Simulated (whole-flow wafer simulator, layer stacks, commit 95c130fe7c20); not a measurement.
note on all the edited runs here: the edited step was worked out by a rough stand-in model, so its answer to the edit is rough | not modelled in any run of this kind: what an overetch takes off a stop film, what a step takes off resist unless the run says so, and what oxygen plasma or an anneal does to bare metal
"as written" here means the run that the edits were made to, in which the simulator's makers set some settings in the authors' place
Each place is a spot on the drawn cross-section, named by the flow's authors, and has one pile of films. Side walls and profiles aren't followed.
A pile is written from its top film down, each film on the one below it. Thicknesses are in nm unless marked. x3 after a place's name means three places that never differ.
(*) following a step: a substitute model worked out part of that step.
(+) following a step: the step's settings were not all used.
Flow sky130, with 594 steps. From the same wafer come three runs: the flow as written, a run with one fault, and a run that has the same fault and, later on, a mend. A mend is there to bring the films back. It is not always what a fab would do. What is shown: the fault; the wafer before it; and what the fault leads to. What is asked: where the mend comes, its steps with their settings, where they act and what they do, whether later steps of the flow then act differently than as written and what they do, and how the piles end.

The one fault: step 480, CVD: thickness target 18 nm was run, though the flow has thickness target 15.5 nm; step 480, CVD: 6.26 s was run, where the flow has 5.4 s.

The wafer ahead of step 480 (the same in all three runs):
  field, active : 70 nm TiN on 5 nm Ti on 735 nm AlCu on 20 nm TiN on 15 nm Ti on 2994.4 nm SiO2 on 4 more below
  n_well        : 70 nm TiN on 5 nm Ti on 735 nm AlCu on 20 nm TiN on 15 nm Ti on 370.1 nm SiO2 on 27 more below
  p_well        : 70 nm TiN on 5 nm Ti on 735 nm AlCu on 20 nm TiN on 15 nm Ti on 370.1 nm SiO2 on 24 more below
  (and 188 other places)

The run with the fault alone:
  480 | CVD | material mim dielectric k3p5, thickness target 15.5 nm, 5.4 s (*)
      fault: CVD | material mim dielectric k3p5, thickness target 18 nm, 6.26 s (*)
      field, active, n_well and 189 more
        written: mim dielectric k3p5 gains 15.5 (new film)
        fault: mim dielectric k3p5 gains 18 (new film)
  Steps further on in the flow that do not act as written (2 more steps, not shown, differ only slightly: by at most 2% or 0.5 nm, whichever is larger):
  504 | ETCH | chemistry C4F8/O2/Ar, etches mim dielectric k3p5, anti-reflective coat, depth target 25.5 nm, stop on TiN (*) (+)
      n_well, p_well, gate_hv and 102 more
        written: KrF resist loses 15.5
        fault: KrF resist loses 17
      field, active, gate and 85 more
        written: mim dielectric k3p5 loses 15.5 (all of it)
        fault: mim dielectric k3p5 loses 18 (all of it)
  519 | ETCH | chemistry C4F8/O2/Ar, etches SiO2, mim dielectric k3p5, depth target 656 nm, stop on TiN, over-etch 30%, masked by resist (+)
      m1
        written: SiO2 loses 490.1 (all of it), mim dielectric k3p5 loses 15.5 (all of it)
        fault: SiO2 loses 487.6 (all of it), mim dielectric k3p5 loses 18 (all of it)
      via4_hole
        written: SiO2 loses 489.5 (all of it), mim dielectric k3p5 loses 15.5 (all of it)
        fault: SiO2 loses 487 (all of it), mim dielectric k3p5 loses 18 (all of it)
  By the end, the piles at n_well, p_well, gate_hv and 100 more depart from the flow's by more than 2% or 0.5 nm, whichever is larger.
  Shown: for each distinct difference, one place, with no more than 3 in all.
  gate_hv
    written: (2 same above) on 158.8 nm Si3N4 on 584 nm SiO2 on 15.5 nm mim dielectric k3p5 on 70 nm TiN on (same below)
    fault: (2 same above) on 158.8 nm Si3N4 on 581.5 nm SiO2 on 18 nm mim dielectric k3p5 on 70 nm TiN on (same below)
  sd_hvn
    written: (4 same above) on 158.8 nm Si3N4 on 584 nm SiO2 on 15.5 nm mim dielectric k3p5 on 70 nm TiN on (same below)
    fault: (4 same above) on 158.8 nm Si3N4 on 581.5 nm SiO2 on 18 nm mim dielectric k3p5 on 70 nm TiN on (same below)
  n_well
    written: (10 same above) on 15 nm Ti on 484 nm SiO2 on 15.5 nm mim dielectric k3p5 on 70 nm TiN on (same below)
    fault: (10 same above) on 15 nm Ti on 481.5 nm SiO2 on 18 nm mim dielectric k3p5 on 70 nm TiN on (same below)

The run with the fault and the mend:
  After step 480 comes the mend.
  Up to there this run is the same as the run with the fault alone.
  480a | ETCH | chemistry C4F8/O2/Ar, etches mim dielectric k3p5, anti-reflective coat, depth target 2.5 nm (*) (the flow's step 450 again, with other settings)
      field, active, n_well and 189 more
        mim dielectric k3p5 loses 2.5
  Later steps of the flow that are run all act as written at every place that is followed.
  The piles end the same as the flow's at every place that both follow.
